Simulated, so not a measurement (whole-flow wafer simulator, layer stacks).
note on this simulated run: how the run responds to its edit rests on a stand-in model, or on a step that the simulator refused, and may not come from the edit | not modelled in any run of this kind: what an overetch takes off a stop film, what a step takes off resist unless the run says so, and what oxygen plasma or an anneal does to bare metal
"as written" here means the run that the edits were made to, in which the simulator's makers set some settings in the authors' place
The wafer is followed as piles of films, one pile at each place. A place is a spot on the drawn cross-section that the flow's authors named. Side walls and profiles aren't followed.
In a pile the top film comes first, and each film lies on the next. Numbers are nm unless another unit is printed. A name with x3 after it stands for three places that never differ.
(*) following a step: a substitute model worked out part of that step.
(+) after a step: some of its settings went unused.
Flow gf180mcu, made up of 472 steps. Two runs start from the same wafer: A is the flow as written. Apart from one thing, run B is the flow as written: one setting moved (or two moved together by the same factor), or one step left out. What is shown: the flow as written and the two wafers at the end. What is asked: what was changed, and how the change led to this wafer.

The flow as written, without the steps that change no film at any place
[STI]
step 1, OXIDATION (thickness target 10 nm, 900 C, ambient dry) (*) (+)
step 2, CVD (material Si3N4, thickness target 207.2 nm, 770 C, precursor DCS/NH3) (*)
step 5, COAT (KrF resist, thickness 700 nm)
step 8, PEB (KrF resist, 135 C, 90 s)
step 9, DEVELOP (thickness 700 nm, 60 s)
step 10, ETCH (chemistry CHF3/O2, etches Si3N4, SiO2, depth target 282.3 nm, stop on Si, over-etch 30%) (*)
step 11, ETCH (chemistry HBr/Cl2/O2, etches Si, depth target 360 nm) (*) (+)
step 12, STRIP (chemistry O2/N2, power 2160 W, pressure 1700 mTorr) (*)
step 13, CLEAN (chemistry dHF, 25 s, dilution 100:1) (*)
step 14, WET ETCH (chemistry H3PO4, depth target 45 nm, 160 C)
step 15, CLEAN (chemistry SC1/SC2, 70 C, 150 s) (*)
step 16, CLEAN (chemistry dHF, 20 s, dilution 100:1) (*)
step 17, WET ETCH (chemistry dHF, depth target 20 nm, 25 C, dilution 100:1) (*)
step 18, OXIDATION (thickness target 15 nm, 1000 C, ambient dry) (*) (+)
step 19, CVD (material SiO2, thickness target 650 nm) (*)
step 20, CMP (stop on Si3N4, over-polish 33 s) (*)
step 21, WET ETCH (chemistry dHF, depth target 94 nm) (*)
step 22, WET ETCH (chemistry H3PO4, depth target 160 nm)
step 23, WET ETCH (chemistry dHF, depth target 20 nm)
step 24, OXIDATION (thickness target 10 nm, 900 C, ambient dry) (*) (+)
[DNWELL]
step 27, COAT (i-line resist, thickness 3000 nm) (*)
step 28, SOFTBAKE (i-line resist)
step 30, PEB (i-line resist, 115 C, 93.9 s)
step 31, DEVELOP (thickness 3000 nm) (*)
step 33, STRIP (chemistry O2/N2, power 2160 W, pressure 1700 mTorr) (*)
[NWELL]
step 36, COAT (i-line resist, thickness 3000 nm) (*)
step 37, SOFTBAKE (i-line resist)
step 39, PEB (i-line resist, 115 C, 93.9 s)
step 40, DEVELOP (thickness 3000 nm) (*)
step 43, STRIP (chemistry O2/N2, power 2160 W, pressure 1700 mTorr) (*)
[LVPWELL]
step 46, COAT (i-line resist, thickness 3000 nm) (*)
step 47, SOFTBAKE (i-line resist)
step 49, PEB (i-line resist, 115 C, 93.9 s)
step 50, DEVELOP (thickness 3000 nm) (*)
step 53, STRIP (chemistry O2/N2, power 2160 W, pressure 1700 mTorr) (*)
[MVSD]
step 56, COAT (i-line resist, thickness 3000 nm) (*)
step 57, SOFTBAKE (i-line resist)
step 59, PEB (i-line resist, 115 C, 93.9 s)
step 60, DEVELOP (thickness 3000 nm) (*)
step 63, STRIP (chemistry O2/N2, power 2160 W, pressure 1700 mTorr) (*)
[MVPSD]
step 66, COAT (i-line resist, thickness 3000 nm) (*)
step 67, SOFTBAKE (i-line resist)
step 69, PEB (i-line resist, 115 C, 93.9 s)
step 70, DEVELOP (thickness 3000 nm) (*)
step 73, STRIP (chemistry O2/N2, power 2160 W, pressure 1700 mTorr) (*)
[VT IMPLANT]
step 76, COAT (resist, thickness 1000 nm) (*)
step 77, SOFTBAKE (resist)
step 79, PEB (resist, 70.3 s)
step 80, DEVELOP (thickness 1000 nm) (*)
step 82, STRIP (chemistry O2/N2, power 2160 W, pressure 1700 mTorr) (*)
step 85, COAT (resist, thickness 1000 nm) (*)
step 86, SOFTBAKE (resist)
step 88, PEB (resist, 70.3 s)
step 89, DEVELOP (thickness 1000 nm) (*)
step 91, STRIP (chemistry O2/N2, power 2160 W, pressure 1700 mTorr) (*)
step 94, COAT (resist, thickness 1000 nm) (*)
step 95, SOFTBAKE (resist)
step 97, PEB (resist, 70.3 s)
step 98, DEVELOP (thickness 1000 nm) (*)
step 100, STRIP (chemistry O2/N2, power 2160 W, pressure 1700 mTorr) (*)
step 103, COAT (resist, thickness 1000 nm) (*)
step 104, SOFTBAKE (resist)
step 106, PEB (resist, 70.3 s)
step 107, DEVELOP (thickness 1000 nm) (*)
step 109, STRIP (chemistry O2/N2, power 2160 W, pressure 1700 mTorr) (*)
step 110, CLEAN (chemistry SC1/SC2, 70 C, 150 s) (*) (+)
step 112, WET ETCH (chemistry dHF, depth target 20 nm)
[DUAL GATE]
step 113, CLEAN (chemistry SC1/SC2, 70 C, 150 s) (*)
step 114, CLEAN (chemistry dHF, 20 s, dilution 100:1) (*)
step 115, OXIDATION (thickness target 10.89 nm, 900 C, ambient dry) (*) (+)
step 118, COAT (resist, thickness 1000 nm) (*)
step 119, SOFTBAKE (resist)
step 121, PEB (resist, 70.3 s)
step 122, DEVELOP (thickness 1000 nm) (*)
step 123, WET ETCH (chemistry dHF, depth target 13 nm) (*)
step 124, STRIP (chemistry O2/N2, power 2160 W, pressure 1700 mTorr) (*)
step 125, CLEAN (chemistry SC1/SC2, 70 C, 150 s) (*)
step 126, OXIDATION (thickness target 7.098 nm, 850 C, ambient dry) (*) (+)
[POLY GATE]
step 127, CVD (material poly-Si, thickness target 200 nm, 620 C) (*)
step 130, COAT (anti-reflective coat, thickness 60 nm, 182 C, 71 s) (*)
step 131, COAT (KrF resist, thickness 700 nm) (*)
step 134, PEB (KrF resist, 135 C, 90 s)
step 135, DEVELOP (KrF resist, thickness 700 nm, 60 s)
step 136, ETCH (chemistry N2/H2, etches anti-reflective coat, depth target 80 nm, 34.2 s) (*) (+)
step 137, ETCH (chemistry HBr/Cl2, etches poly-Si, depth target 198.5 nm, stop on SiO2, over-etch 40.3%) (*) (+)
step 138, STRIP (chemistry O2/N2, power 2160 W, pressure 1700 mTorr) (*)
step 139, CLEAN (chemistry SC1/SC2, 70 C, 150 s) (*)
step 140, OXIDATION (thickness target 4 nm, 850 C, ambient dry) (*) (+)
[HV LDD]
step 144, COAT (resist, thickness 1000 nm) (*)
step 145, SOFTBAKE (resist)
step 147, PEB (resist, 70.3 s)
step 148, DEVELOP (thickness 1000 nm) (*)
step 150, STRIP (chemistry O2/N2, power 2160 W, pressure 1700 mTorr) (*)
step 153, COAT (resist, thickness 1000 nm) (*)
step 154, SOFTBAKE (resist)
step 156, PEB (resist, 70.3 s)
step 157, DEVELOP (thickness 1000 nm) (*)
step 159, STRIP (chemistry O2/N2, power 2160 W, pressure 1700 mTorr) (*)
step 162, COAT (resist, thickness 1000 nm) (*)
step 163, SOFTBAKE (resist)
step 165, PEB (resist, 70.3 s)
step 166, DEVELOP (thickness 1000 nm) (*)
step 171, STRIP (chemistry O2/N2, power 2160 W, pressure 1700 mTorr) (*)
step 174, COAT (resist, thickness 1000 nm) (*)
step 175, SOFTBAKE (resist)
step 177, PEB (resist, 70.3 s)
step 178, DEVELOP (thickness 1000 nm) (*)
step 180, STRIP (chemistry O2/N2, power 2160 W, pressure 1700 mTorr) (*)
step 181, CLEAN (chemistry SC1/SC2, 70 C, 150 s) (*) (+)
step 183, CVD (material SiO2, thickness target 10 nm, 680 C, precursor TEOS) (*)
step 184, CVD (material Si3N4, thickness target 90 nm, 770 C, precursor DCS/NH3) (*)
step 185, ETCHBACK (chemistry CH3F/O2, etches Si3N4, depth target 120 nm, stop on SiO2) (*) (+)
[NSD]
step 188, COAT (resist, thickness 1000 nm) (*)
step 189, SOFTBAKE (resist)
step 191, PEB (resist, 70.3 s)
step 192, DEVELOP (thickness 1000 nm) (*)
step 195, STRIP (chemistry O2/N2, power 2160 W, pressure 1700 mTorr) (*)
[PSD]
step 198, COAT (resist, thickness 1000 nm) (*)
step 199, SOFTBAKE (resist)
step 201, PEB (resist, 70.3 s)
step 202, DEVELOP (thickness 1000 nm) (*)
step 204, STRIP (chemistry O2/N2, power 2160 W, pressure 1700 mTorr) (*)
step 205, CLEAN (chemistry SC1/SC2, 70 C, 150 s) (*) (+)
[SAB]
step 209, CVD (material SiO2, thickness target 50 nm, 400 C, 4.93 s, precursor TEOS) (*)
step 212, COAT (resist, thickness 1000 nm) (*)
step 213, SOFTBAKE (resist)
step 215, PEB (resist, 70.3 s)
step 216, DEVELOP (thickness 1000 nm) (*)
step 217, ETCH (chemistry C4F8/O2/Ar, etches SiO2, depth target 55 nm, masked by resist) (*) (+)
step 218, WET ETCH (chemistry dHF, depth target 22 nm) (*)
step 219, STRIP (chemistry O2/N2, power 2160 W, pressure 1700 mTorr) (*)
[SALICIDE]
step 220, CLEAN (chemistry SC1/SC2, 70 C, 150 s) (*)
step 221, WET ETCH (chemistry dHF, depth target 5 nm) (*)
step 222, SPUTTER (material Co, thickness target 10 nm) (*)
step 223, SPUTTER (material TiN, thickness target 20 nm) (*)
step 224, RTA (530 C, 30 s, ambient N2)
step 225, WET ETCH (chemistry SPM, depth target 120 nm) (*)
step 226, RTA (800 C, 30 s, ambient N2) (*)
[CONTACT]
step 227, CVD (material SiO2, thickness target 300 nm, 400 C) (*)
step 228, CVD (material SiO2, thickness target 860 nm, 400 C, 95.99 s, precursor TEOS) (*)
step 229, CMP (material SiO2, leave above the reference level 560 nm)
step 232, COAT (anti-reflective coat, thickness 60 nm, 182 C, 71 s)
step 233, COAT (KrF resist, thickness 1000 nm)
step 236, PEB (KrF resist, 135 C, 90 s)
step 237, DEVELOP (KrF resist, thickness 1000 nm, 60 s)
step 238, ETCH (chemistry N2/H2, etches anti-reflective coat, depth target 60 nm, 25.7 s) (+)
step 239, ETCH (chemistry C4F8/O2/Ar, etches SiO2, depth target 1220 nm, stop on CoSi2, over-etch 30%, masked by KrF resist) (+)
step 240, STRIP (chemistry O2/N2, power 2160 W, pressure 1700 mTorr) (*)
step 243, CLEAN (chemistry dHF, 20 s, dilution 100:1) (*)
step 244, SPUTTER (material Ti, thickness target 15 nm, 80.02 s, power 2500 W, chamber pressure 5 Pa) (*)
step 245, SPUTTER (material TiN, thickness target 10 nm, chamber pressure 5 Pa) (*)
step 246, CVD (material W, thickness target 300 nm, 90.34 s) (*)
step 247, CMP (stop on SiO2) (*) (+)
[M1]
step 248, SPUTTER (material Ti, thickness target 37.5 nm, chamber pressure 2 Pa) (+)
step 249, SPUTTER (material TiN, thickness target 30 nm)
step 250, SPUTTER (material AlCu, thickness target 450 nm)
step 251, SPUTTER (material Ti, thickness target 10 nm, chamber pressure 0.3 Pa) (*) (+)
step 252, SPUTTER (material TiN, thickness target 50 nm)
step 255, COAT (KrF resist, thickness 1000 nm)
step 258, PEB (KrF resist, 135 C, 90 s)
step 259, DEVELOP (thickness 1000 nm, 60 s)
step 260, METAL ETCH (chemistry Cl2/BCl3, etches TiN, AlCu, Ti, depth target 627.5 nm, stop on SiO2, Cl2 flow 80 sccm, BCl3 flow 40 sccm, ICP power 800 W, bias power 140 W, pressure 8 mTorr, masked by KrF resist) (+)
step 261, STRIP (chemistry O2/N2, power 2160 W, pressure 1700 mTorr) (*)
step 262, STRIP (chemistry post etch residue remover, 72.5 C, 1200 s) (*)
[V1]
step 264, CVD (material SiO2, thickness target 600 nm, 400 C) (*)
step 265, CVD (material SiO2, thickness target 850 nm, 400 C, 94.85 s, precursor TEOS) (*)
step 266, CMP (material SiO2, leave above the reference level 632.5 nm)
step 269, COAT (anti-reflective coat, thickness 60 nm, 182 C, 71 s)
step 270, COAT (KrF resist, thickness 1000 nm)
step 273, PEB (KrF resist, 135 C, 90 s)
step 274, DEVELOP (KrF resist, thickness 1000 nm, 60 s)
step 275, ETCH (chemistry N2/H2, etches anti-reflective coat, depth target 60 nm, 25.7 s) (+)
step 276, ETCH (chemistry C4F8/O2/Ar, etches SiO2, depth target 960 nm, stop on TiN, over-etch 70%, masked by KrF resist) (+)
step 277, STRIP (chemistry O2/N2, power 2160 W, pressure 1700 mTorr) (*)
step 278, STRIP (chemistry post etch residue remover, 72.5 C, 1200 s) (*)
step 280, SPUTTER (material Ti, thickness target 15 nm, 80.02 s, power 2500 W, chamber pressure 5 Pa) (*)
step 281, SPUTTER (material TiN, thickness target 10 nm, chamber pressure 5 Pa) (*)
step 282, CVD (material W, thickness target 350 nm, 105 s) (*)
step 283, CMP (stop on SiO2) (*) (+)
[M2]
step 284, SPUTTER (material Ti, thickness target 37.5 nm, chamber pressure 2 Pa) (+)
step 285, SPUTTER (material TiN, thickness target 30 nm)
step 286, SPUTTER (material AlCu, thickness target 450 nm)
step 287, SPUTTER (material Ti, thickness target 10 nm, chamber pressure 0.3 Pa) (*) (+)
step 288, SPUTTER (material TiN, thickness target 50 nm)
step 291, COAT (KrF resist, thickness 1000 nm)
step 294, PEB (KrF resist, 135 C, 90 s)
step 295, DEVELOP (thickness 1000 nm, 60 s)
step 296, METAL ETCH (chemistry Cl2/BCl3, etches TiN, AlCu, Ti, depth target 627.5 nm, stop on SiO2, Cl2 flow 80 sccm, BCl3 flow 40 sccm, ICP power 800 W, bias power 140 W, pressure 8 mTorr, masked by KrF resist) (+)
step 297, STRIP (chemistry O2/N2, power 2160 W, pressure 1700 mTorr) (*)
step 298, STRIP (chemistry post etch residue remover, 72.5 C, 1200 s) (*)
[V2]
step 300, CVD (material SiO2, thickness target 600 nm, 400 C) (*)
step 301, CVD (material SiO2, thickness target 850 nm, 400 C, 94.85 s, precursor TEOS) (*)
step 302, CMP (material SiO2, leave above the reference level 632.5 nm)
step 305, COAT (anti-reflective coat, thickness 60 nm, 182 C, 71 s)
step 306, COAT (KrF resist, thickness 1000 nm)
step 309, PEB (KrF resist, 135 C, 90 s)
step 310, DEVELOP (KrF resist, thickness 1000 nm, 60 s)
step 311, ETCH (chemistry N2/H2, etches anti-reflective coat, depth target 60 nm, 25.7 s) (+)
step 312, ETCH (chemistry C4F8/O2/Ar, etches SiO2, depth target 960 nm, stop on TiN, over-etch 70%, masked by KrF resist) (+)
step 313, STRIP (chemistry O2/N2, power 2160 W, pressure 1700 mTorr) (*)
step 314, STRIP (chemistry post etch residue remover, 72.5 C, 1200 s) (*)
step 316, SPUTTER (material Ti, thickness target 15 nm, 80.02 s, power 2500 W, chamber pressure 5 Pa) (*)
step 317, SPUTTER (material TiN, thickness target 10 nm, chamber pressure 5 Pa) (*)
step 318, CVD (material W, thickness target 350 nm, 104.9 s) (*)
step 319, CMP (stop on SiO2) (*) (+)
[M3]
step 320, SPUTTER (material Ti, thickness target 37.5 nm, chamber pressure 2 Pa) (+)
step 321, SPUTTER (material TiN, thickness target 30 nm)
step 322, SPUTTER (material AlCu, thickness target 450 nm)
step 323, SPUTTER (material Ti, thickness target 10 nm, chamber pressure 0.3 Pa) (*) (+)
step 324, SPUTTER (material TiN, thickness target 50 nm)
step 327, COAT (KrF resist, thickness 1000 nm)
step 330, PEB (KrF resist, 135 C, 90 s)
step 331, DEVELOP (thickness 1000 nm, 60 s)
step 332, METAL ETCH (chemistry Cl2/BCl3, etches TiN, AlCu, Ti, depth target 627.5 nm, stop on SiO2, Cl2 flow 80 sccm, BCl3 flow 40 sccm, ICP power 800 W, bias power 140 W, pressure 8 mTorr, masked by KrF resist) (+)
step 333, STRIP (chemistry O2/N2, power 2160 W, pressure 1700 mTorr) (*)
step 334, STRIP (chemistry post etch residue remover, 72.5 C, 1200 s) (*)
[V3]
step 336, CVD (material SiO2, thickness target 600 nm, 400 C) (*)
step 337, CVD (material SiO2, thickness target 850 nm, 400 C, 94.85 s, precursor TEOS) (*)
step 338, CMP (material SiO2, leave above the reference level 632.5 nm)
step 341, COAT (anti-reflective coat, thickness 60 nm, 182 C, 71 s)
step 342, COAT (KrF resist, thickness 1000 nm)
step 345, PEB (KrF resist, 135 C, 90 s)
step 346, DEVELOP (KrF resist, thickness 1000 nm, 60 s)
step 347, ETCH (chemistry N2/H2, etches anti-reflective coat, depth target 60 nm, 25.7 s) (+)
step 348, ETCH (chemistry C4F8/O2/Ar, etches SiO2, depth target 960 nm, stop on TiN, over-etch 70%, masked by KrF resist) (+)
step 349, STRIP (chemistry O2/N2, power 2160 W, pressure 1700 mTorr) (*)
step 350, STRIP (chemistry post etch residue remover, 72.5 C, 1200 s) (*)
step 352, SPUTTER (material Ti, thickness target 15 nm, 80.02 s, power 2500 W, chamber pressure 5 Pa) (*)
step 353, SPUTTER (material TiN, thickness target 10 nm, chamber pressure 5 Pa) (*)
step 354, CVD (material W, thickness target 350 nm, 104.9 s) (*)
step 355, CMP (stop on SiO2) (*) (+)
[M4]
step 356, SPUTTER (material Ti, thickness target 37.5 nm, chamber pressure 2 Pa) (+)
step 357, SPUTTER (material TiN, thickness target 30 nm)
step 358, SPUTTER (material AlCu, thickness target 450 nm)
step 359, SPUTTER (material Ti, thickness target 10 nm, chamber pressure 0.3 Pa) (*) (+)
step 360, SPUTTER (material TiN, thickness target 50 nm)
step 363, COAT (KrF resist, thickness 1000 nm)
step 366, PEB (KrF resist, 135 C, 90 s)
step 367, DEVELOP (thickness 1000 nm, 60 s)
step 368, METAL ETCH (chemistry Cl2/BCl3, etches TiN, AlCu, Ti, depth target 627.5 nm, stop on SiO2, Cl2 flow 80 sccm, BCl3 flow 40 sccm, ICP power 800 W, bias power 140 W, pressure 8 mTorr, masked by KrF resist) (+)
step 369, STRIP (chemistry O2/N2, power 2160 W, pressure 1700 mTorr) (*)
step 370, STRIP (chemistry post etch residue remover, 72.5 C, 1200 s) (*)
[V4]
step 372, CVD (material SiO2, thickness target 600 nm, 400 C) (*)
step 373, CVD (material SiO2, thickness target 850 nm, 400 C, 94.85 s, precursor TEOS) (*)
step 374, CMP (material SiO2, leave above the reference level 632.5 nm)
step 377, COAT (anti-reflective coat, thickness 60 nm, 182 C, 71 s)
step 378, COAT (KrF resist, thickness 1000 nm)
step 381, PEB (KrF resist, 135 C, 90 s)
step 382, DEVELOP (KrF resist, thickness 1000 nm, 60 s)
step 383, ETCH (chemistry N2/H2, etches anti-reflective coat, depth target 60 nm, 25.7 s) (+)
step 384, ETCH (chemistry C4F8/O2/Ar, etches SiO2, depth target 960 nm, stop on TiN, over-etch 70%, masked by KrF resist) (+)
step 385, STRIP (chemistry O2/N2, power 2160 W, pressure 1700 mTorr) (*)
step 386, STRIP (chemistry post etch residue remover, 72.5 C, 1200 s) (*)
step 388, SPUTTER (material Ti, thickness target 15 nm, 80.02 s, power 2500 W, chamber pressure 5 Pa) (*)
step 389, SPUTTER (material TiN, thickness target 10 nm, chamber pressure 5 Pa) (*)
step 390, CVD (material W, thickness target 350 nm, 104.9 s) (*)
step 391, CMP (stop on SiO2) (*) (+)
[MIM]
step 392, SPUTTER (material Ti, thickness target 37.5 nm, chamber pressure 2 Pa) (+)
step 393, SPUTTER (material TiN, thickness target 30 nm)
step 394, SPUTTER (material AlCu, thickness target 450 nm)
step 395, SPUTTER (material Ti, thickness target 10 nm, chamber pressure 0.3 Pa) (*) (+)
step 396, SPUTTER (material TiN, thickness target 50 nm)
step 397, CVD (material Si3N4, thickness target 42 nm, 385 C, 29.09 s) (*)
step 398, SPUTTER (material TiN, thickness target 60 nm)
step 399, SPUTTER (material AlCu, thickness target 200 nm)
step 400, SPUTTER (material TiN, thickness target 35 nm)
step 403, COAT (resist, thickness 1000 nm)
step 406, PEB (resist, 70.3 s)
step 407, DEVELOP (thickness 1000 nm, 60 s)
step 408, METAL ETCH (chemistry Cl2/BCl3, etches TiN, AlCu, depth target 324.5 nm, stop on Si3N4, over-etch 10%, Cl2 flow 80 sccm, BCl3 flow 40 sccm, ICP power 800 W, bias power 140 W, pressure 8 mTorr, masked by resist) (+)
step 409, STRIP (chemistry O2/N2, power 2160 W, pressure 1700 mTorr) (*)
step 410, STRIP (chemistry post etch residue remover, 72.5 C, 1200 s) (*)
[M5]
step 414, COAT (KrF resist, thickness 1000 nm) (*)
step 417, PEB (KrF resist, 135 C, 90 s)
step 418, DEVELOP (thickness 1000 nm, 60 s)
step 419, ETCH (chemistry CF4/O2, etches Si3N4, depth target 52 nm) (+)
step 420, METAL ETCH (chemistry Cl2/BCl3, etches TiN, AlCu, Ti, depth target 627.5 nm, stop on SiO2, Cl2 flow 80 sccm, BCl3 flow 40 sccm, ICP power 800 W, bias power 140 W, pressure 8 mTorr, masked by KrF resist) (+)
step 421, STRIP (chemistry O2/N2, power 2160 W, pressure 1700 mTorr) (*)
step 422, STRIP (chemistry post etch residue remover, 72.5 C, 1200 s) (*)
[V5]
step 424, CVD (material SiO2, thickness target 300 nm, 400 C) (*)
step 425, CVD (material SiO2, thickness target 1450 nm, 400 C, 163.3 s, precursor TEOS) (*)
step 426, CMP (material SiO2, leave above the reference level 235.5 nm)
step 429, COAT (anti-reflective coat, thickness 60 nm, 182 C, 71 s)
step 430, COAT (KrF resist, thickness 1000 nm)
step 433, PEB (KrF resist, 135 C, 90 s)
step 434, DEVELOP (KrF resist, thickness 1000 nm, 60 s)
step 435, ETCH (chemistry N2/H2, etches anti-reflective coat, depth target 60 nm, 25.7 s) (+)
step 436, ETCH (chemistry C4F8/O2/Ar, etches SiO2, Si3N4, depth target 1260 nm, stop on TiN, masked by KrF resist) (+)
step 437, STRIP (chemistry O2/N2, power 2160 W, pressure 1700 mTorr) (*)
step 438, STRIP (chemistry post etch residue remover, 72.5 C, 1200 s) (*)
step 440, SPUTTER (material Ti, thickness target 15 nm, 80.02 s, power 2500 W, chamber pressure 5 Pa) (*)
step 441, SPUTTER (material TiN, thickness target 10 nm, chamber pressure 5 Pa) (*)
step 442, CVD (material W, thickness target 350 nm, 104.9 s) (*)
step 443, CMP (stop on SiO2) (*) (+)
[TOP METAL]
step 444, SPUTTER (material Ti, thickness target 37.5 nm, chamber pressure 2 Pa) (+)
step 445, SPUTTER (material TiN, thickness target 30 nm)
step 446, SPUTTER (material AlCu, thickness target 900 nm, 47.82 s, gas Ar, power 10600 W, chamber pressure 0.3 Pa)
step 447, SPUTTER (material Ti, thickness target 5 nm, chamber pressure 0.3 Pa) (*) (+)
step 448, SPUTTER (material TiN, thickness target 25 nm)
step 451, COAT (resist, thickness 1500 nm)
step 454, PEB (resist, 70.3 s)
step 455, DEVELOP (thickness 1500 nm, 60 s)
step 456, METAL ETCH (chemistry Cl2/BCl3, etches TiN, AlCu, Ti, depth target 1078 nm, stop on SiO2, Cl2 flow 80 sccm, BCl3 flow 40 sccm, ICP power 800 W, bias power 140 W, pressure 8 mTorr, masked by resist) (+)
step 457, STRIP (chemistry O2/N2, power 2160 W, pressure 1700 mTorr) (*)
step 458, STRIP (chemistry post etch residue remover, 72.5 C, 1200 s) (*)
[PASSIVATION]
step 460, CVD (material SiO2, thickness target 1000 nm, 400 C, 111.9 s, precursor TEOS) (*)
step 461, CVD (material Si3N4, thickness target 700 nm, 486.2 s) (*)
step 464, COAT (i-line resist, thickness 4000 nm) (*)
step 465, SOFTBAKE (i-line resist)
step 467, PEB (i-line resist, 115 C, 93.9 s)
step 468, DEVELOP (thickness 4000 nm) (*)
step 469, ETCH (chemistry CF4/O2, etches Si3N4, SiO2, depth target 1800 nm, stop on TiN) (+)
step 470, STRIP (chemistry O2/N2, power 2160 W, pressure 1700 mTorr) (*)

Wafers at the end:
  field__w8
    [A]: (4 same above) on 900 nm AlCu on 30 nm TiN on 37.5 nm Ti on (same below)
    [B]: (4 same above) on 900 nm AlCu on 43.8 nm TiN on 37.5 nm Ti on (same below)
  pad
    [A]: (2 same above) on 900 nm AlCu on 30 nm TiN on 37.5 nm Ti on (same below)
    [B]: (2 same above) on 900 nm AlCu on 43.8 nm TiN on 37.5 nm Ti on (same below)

Cause: step 445, SPUTTER: thickness target 43.8 nm was run, while the flow as written has thickness target 30 nm.
The wafer lets one read it off: field__w8 has TiN 43.8, and step 445 as written asks for 30 nm.

The path from the change to this, step by step:
  step 445, SPUTTER (material TiN, thickness target 30 nm)
      field, field__w1, field__w2 and 109 more: A +30 TiN (new film) | B +43.8 TiN (new film)
  step 456, METAL ETCH (chemistry Cl2/BCl3, etches TiN, AlCu, Ti, depth target 1078 nm, stop on SiO2, Cl2 flow 80 sccm, BCl3 flow 40 sccm, ICP power 800 W, bias power 140 W, pressure 8 mTorr, masked by resist) (+)
      field, field__w1, field__w2 and 103 more: A -25 TiN (all of it), -5 Ti (all of it), -900 AlCu (all of it), -30 TiN (all of it), -37.5 Ti (all of it) | B -25 TiN (all of it), -5 Ti (all of it), -900 AlCu (all of it), -43.8 TiN (all of it), -37.5 Ti (all of it)
  step 465, SOFTBAKE (i-line resist)
      gate: A +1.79 i-line resist | B -0.24 i-line resist
      ld_acc_p, ld_fp_p, ld_drift_p: A +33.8 i-line resist | B +27.5 i-line resist
      (also at 58 further places)
